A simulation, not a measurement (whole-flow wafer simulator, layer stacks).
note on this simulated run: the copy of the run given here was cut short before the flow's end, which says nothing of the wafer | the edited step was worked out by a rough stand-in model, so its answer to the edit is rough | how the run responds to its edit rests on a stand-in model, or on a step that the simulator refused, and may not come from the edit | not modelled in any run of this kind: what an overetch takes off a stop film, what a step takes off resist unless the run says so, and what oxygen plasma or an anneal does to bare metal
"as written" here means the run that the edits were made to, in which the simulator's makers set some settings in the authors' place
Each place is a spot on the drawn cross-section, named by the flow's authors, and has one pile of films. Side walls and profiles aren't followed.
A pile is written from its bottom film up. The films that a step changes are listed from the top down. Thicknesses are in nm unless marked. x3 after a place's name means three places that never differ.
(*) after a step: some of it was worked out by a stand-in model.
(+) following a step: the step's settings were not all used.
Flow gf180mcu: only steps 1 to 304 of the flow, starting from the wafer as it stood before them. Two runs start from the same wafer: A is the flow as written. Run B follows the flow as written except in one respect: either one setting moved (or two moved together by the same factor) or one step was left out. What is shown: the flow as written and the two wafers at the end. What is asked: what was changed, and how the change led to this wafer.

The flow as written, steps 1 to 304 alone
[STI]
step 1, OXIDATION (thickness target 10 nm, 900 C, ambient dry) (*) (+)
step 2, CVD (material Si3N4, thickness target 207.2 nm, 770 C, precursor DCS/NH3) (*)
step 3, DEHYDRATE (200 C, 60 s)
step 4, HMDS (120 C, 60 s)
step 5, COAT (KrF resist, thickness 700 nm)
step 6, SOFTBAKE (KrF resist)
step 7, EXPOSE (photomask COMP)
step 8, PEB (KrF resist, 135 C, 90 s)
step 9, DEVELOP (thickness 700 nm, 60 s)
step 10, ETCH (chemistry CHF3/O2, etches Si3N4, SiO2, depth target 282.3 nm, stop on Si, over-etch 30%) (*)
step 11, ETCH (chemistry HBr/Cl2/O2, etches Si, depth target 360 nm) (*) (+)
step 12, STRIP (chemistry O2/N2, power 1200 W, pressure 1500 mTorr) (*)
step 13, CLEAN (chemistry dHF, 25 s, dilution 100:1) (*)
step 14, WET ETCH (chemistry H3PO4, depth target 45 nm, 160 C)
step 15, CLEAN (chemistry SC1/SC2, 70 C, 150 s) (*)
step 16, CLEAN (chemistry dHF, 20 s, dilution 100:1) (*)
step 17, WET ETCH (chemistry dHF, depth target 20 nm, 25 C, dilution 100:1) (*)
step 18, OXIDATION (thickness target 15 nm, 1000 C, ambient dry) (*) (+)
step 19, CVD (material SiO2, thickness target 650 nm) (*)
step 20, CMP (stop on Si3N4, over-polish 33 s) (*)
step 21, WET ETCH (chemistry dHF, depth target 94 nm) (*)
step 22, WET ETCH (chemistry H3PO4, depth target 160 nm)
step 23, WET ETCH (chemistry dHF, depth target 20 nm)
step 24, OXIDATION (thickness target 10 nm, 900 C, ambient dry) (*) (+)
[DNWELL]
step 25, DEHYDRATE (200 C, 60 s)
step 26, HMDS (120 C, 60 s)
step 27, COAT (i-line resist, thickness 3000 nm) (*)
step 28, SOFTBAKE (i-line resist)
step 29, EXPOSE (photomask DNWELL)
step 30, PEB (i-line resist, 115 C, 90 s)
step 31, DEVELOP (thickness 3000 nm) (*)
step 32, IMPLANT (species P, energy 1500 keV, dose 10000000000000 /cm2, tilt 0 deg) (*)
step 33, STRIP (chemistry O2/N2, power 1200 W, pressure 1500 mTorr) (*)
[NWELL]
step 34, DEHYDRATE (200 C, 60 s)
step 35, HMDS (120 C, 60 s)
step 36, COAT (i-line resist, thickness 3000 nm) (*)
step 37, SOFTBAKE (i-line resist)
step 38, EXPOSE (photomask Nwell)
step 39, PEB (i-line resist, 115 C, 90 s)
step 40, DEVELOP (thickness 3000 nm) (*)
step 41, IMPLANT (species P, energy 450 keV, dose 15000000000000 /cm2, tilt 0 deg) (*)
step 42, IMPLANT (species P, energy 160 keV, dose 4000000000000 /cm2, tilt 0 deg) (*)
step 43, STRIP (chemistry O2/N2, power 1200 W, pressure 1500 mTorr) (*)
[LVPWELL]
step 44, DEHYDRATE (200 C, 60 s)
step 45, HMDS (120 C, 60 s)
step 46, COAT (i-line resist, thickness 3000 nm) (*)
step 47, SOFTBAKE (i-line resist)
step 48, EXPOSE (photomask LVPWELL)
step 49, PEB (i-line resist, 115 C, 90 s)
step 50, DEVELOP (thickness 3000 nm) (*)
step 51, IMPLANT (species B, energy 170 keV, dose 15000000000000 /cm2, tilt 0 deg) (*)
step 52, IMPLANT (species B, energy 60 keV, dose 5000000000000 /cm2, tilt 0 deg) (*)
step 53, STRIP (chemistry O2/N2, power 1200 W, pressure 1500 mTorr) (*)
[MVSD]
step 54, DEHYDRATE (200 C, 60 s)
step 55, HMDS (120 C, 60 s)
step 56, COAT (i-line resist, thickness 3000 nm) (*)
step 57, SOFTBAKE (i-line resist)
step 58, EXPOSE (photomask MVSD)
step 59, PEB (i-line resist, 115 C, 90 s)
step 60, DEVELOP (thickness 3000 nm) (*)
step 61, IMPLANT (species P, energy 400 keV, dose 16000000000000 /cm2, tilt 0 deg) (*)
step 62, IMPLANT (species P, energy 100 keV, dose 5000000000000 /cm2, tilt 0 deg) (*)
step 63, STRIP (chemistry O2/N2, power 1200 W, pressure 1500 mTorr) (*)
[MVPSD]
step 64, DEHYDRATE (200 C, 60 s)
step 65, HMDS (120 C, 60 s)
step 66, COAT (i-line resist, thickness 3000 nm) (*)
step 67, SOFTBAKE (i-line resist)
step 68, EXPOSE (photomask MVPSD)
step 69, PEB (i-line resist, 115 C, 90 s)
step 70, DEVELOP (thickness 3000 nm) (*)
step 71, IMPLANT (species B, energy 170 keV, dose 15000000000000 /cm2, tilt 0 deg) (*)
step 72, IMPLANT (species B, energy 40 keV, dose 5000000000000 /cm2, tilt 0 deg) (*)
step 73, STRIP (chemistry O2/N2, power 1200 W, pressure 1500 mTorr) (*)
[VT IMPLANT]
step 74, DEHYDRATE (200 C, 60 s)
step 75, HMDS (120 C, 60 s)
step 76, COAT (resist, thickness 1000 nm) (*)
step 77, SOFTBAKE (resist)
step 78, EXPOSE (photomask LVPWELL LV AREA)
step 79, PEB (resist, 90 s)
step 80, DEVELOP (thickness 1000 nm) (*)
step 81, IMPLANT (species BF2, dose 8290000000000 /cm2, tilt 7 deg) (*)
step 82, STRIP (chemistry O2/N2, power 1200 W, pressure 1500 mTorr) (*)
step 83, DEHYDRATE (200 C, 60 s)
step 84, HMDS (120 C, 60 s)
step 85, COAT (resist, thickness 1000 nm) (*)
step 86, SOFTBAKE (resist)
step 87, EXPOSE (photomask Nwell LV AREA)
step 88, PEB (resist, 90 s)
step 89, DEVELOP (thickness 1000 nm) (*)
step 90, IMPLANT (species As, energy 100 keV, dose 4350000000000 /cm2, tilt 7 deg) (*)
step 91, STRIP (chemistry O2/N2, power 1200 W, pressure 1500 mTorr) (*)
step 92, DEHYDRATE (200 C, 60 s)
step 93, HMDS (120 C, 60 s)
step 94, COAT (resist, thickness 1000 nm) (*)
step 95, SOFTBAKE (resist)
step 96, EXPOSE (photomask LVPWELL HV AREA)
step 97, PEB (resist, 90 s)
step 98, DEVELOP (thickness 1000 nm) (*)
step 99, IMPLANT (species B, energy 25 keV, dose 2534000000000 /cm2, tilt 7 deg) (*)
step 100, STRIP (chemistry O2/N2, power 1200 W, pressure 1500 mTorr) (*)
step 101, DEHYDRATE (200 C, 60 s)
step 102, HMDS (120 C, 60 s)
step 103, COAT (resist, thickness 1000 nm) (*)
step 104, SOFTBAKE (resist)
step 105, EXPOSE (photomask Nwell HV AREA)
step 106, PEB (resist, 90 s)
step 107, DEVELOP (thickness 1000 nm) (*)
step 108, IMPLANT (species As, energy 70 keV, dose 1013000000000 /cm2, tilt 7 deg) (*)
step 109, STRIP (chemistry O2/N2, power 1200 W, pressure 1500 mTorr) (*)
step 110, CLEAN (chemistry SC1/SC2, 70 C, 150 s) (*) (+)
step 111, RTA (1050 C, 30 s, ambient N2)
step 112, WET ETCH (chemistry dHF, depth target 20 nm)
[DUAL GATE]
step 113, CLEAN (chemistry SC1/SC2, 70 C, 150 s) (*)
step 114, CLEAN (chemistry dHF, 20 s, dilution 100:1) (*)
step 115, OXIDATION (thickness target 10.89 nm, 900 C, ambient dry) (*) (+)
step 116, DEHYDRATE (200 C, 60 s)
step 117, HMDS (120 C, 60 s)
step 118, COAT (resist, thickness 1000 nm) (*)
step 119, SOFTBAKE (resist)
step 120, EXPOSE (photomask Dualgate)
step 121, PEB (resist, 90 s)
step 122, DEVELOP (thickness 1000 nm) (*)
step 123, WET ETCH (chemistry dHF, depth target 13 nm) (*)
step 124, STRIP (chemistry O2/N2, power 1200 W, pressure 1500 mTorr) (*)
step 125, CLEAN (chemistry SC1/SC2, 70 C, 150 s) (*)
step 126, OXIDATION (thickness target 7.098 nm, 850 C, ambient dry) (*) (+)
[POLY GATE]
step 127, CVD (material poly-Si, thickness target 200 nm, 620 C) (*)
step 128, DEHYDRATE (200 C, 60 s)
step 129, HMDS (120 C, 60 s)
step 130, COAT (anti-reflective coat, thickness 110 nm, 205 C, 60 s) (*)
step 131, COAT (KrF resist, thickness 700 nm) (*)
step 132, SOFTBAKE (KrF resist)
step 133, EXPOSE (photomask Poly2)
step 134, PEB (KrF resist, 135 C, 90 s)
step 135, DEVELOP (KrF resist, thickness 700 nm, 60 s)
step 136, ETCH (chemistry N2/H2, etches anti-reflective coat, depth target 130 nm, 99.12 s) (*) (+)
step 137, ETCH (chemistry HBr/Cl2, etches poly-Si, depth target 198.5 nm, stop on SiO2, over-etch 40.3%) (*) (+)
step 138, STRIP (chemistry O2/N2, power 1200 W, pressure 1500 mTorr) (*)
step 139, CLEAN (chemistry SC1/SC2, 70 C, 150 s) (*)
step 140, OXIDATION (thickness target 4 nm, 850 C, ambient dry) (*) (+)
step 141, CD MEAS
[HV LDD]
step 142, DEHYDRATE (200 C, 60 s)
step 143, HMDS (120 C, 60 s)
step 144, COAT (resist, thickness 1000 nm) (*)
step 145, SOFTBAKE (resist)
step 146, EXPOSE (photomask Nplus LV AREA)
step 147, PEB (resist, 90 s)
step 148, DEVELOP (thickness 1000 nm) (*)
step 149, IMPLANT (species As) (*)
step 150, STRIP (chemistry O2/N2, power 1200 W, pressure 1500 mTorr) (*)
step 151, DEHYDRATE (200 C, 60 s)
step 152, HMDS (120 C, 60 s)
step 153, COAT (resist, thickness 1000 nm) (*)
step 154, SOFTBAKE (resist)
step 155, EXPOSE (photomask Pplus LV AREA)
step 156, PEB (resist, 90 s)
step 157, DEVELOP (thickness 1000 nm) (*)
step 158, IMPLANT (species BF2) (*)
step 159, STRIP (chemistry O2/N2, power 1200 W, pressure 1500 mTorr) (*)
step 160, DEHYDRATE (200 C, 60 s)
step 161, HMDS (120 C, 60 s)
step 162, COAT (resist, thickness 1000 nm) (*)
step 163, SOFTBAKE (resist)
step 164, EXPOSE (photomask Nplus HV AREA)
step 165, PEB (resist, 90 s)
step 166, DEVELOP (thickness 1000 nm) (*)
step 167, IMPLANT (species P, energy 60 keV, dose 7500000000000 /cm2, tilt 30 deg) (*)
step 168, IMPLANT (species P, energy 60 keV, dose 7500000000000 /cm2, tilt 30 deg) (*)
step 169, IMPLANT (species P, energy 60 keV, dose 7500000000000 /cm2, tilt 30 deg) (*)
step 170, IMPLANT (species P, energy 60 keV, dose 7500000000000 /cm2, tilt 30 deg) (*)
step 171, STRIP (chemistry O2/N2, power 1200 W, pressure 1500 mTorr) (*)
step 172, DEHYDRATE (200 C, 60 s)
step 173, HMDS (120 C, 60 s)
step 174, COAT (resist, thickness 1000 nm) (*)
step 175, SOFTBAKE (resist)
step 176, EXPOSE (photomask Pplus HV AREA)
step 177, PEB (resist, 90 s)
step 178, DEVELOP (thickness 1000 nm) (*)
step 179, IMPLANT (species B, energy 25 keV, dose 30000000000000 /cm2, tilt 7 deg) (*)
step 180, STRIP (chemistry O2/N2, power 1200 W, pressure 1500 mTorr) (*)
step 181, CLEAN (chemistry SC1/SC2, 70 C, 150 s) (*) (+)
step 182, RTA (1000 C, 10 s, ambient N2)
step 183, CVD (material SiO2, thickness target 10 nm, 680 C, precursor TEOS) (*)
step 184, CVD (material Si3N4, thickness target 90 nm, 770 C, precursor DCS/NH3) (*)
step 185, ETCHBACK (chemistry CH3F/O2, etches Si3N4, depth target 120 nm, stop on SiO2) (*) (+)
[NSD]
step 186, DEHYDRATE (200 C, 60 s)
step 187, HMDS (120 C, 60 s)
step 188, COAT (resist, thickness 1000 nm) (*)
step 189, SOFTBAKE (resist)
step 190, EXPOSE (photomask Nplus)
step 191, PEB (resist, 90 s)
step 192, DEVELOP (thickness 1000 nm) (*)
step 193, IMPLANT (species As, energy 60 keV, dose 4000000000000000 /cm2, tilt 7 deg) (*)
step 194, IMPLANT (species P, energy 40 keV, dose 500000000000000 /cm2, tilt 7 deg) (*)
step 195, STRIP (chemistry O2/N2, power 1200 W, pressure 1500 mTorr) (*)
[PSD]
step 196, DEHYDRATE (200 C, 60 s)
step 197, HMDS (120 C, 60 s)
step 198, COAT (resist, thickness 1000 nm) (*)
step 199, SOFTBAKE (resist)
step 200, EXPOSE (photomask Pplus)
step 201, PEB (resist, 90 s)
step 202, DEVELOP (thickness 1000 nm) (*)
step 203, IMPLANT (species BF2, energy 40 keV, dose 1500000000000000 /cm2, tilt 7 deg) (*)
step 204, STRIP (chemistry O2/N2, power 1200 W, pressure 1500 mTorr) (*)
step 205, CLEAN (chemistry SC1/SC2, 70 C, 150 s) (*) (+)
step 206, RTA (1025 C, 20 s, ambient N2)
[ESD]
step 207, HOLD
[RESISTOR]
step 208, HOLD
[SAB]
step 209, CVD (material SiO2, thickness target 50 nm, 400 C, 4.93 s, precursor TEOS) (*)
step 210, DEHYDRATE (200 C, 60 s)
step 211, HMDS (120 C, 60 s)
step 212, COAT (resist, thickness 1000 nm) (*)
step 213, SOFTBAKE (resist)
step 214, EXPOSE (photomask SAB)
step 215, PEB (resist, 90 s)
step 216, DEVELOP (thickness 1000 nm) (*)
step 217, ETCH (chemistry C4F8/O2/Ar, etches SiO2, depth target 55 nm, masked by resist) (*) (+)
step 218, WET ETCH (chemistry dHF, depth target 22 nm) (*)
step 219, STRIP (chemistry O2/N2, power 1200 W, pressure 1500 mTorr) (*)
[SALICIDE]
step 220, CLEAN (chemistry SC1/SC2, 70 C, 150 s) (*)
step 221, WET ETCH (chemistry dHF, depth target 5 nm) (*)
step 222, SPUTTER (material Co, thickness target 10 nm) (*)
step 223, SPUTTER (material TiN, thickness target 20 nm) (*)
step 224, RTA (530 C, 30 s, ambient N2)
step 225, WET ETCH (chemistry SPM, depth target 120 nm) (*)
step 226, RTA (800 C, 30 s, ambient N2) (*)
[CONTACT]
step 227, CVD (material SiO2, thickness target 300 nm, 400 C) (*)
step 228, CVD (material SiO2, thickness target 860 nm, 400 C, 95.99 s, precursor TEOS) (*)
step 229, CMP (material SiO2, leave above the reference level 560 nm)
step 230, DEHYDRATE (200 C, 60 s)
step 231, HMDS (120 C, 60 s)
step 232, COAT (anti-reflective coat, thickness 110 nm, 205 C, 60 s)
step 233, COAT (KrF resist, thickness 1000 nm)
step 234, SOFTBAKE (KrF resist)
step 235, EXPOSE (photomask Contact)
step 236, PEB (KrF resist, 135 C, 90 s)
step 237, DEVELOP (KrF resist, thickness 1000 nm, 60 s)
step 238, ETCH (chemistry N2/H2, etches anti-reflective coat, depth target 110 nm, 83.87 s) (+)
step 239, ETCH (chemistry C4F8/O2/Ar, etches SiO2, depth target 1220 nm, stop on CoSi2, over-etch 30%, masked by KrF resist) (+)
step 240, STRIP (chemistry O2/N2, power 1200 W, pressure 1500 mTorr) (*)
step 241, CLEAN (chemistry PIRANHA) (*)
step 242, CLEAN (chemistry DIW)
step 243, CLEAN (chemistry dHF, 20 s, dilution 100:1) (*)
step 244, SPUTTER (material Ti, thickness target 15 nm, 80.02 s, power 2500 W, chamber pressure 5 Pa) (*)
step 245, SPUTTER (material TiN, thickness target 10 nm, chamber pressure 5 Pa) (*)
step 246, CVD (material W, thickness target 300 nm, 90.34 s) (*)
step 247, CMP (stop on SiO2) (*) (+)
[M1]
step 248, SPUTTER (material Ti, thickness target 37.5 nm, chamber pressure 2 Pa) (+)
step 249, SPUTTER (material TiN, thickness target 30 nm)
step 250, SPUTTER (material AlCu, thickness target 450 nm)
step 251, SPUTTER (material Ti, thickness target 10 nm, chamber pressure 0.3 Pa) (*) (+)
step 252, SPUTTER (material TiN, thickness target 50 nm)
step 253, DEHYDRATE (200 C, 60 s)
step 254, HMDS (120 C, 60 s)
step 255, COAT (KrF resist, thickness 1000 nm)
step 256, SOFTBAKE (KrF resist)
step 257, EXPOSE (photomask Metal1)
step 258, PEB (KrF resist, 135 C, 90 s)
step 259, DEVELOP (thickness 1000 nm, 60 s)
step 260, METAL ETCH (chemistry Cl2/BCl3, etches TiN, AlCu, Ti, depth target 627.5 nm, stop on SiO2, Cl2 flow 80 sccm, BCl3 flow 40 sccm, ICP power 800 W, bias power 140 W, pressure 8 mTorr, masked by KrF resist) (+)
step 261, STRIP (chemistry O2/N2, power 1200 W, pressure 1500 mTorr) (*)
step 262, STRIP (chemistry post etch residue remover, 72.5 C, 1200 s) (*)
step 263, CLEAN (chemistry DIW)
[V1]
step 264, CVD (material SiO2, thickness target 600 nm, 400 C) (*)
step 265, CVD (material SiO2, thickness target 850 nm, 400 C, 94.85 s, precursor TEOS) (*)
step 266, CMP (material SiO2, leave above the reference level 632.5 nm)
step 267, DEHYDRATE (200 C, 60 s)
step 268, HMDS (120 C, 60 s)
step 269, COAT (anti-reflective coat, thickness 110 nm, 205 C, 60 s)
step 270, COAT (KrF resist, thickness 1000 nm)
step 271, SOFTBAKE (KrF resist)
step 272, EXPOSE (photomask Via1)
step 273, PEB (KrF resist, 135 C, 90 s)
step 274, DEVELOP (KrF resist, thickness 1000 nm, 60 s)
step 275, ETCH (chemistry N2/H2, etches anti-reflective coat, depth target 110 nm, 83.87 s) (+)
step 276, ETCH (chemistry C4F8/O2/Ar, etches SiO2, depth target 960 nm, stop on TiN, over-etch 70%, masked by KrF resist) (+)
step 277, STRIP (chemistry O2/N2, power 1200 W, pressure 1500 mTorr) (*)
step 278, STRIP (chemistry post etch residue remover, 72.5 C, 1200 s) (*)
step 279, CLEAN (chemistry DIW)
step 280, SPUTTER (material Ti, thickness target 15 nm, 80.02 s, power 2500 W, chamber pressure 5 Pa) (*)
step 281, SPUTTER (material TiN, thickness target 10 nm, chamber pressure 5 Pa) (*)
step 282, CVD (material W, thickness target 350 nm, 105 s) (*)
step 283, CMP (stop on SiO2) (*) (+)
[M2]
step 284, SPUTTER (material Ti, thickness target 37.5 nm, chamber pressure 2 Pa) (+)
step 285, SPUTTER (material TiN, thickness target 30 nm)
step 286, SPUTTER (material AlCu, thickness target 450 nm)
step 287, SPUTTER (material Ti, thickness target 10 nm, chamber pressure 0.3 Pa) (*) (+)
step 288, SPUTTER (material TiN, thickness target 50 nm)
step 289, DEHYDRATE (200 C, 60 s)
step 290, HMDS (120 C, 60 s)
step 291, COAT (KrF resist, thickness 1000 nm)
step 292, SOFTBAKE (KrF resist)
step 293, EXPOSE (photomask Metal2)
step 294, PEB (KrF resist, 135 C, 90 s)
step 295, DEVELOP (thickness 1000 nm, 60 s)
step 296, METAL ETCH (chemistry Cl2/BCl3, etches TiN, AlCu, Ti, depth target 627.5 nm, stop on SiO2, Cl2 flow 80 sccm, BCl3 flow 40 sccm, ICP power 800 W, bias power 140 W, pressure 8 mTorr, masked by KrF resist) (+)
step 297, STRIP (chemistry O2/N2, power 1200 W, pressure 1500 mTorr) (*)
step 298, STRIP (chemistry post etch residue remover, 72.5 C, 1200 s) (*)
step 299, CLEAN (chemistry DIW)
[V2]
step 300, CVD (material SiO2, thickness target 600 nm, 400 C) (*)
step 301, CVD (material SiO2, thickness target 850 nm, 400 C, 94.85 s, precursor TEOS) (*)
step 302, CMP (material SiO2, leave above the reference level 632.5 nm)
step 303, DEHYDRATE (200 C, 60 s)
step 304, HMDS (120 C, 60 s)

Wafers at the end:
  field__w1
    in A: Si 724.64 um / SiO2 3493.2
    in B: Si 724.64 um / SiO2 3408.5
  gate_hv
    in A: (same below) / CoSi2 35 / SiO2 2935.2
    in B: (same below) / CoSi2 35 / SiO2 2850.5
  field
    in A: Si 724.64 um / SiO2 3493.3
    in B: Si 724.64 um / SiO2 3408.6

Cause: step 301, CVD: 50.98 s was run, whereas the flow has 94.85 s.

Step by step, how the change led to this:
  step 301, CVD (material SiO2, thickness target 850 nm, 400 C, 94.85 s, precursor TEOS) (*)
      field, field__w1, field__w2 and 108 more: A +850 SiO2 | B +465.3 SiO2
  step 302, CMP (material SiO2, leave above the reference level 632.5 nm)
      field, field__w1, field__w2 and 103 more: A -300 SiO2 | B nothing
      field__w8, contact, m1, m1__w1, m1_nw: A -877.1 SiO2 | B -492.4 SiO2
